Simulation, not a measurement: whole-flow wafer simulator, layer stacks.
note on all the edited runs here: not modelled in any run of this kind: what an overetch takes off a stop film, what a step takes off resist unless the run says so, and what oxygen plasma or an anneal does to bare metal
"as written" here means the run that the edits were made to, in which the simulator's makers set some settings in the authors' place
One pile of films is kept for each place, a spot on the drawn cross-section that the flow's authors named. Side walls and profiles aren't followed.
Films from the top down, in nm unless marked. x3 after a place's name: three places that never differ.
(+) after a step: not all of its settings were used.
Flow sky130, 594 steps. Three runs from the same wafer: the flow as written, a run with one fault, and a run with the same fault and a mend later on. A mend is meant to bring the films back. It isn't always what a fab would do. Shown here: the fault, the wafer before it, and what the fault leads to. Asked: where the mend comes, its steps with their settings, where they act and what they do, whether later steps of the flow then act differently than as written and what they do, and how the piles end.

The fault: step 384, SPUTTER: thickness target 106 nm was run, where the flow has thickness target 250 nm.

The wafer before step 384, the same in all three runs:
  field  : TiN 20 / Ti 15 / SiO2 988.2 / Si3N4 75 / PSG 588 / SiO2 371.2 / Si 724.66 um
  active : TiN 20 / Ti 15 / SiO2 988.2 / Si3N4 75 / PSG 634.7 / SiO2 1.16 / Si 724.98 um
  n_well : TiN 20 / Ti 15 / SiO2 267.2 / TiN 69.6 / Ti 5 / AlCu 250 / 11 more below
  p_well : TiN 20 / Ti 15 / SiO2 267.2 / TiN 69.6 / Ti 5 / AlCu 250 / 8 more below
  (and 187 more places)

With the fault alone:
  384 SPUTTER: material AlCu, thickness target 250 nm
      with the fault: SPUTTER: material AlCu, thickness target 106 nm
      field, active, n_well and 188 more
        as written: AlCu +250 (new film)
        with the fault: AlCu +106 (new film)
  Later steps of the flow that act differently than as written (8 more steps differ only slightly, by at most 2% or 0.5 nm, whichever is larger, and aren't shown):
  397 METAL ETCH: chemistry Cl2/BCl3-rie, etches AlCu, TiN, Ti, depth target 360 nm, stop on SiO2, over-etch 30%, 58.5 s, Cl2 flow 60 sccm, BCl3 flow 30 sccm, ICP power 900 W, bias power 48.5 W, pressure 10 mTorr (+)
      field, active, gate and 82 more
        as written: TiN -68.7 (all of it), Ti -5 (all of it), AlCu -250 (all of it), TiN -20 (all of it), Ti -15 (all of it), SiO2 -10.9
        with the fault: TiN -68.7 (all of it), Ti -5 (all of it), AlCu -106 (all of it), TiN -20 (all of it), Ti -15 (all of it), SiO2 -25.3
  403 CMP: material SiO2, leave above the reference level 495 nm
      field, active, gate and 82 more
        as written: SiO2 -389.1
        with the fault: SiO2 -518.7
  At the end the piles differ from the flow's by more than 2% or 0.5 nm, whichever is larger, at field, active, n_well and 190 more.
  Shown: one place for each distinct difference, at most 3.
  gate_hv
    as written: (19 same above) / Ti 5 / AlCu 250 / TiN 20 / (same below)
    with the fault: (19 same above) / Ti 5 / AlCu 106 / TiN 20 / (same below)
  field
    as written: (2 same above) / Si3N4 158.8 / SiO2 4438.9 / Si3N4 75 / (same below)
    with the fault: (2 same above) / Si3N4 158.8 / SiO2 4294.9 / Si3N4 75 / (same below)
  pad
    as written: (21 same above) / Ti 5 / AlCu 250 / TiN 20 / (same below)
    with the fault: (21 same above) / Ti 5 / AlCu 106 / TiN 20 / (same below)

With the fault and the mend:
  The mend comes after step 384.
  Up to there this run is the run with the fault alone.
  384a SPUTTER: material AlCu, thickness target 144 nm (the flow's step 384 once more, with other settings)
      field, active, n_well and 188 more
        AlCu +144
  No later step of the flow acts differently than as written at any place that is followed.
  At the end the piles are the same as the flow's at every place that both follow.
